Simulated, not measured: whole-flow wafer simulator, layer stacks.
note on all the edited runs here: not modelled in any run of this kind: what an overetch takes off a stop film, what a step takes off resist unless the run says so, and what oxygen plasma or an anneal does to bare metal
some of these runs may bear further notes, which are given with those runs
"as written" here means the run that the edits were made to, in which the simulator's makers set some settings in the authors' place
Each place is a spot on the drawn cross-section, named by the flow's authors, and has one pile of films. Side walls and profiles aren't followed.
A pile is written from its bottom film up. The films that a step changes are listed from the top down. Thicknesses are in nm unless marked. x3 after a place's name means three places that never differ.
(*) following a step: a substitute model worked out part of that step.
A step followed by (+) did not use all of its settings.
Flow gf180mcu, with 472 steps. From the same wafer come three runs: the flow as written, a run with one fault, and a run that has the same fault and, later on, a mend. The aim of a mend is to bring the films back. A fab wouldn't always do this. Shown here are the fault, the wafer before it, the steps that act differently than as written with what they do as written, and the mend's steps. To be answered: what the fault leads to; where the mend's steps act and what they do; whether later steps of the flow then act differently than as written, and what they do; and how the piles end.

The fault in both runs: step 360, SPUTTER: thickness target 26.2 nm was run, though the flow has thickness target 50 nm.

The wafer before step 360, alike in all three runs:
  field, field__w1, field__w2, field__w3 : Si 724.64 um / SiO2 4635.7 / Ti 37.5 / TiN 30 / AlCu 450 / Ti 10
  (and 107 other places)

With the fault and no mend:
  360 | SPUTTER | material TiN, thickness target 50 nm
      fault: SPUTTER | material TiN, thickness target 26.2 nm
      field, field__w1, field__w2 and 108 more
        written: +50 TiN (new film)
        fault: +26.2 TiN (new film)
  Later steps of the flow acting differently than as written (2 other steps are not shown; they differ only slightly, by no more than 2% or 0.5 nm, whichever is larger):
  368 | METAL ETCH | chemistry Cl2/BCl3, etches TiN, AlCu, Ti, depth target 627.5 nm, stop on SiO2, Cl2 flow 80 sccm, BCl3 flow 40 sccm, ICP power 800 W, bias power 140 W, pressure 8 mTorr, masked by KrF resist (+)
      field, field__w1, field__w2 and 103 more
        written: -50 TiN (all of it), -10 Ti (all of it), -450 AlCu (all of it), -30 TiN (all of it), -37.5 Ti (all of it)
        fault: -26.2 TiN (all of it), -10 Ti (all of it), -450 AlCu (all of it), -30 TiN (all of it), -37.5 Ti (all of it)
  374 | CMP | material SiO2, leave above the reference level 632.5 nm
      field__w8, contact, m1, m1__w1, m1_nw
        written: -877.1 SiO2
        fault: -853.3 SiO2
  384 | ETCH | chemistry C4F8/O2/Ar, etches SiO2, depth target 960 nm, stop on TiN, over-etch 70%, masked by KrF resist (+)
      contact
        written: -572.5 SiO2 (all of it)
        fault: -596.3 SiO2 (all of it)
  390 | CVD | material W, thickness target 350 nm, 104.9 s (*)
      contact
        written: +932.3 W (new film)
        fault: +956.3 W (new film)
  By the end, the piles at field__w8, contact, m1, m1__w1, m1_nw depart from the flow's by more than 2% or 0.5 nm, whichever is larger.
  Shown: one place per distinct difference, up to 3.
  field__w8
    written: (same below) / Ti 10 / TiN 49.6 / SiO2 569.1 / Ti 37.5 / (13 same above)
    fault: (same below) / Ti 10 / TiN 25.8 / SiO2 592.9 / Ti 37.5 / (13 same above)
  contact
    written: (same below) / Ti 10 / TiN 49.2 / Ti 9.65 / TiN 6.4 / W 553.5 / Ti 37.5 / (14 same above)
    fault: (same below) / Ti 10 / TiN 25.4 / Ti 9.52 / TiN 6.31 / W 577.5 / Ti 37.5 / (14 same above)

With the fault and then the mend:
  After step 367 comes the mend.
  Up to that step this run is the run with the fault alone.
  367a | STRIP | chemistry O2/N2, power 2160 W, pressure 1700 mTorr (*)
      field__w8, contact, m1, m1__w1, m1_nw
        -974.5 KrF resist (all of it)
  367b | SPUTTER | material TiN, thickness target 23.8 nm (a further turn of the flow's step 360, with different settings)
      field, field__w1, field__w2 and 108 more
        +23.8 TiN
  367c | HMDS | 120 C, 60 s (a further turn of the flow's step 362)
      alters no film at any place that is followed
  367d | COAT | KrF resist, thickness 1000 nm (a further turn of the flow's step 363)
      field, field__w1, field__w2 and 108 more
        +1000 KrF resist (new film)
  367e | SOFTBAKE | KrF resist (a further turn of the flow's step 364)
      alters no film at any place that is followed
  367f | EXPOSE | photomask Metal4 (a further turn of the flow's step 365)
      alters no film at any place that is followed
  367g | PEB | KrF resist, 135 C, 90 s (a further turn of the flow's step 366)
      field, field__w1, field__w2 and 108 more
        -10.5 KrF resist
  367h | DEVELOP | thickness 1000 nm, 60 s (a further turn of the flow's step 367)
      field, field__w1, field__w2 and 103 more
        -989.5 KrF resist (all of it)
      field__w8, contact, m1, m1__w1, m1_nw
        -14.9 KrF resist
  Later steps of the flow that are run all act as written at every place that is followed.
  The piles end the same as the flow's at every place that both follow.
